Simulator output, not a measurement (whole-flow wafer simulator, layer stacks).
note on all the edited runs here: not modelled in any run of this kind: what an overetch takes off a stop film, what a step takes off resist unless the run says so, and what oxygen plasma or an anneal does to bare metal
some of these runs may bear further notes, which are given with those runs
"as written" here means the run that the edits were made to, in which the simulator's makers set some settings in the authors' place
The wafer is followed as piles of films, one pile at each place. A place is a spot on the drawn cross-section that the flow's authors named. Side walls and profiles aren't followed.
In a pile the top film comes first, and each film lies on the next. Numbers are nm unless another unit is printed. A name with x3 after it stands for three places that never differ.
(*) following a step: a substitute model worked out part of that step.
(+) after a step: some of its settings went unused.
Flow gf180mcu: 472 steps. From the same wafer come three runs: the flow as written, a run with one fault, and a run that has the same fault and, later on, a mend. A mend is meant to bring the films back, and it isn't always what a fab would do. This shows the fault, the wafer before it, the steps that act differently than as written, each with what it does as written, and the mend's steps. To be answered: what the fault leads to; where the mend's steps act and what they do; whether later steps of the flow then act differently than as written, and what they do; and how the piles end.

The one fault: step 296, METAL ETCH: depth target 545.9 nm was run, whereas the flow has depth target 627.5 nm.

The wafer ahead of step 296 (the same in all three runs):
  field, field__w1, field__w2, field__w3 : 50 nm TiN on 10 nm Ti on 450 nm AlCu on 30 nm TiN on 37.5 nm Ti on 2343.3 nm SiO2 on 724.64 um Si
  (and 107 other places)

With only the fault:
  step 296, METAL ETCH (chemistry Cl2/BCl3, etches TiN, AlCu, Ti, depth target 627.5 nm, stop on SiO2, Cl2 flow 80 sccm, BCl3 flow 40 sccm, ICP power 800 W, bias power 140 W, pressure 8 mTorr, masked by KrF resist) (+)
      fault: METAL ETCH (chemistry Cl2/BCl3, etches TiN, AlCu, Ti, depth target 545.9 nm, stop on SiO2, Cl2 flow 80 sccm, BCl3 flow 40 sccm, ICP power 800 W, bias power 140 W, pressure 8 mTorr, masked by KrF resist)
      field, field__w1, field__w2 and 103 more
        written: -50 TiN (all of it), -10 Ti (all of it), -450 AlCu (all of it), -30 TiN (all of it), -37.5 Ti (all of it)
        fault: -50 TiN (all of it), -10 Ti (all of it), -450 AlCu (all of it), -30 TiN (all of it), -5.9 Ti
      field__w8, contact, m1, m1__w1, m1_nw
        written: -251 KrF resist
        fault: -218.4 KrF resist
  Steps later in the flow that act otherwise than as written:
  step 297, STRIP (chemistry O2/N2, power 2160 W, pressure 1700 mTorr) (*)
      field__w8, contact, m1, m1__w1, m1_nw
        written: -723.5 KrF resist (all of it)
        fault: -756.2 KrF resist (all of it)
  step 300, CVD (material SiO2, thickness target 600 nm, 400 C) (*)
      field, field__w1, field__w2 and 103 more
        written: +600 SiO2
        fault: +600 SiO2 (new film)
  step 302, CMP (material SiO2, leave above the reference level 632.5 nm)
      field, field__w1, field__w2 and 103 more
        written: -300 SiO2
        fault: -331.6 SiO2
  The piles end different from the flow's at field, field__w1, field__w2 and 104 more by more than 2% or 0.5 nm, whichever is larger.
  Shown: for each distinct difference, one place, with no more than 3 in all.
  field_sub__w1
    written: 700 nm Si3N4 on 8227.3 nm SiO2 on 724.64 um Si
    fault: 700 nm Si3N4 on 5852.4 nm SiO2 on 31.6 nm Ti on 2343.2 nm SiO2 on 724.64 um Si
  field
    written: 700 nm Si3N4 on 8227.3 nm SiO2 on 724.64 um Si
    fault: 700 nm Si3N4 on 5852.4 nm SiO2 on 31.6 nm Ti on 2343.3 nm SiO2 on 724.64 um Si
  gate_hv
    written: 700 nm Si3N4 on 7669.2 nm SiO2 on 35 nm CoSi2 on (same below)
    fault: 700 nm Si3N4 on 5852.4 nm SiO2 on 31.6 nm Ti on 1785.1 nm SiO2 on 35 nm CoSi2 on (same below)

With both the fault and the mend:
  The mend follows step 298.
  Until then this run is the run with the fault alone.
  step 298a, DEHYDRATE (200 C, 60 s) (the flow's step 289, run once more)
      leaves every film unchanged at each place that is followed
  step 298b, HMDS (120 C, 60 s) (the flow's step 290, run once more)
      leaves every film unchanged at each place that is followed
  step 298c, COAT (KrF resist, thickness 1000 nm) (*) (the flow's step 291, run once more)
      iso_ptap_pw, iso_ntap_nw, iso_nw_fld and 33 more
        +1000 KrF resist (new film)
      field__w7, field__w11, field__w13 and 10 more
        +1003.5 KrF resist (new film)
      field_sub__w4, ld_sd_p, ld_gate_p, ld_acc_p, ld_fp_p, ld_drift_p, ld_drn_p, ld_body_p_dnw
        +1003.1 KrF resist (new film)
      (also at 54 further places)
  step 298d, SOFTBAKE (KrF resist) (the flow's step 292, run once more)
      leaves every film unchanged at each place that is followed
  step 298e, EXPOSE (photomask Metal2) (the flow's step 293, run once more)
      leaves every film unchanged at each place that is followed
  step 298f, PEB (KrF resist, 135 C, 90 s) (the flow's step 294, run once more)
      field__w1, field__w2, field__w3 and 55 more
        -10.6 KrF resist
      iso_ptap_pw, iso_ntap_nw, iso_nw_fld and 33 more
        -10.5 KrF resist
      gate_hv, sd_p, nw_enc_fld_lv__w3, polyc_n, polyc_n_rim
        -10.7 KrF resist
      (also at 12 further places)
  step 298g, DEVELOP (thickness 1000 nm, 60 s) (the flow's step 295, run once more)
      iso_ptap_pw, iso_ntap_nw, iso_nw_fld and 33 more
        -989.5 KrF resist (all of it)
      field__w11, field__w13, p_well and 8 more
        -992.9 KrF resist (all of it)
      field__w2, field__w3, field__w7 and 6 more
        -993 KrF resist (all of it)
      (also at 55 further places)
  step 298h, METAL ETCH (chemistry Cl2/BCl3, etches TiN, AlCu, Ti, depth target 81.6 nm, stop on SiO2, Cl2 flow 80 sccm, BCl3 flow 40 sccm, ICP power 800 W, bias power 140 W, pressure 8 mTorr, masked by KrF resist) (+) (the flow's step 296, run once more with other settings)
      field, field__w1, field__w2 and 103 more
        -31.6 Ti (all of it)
      field__w8, contact, m1, m1__w1, m1_nw
        -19 KrF resist
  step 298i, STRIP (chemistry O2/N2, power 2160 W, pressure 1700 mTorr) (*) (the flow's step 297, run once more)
      field__w8
        -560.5 KrF resist (all of it)
      contact
        -558.4 KrF resist (all of it)
      m1
        -561.8 KrF resist (all of it)
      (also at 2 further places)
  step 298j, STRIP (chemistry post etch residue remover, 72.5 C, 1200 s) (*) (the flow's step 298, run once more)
      field__w8, contact, m1, m1__w1, m1_nw
        -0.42 TiN
  Later steps of the flow that are run all act as written at every place that is followed, up to a difference of at most 2% or 0.5 nm, whichever is larger.
  When the end is reached, the piles differ only a little from the flow's at the places that both follow, at most by 2% or 0.5 nm, whichever is larger.
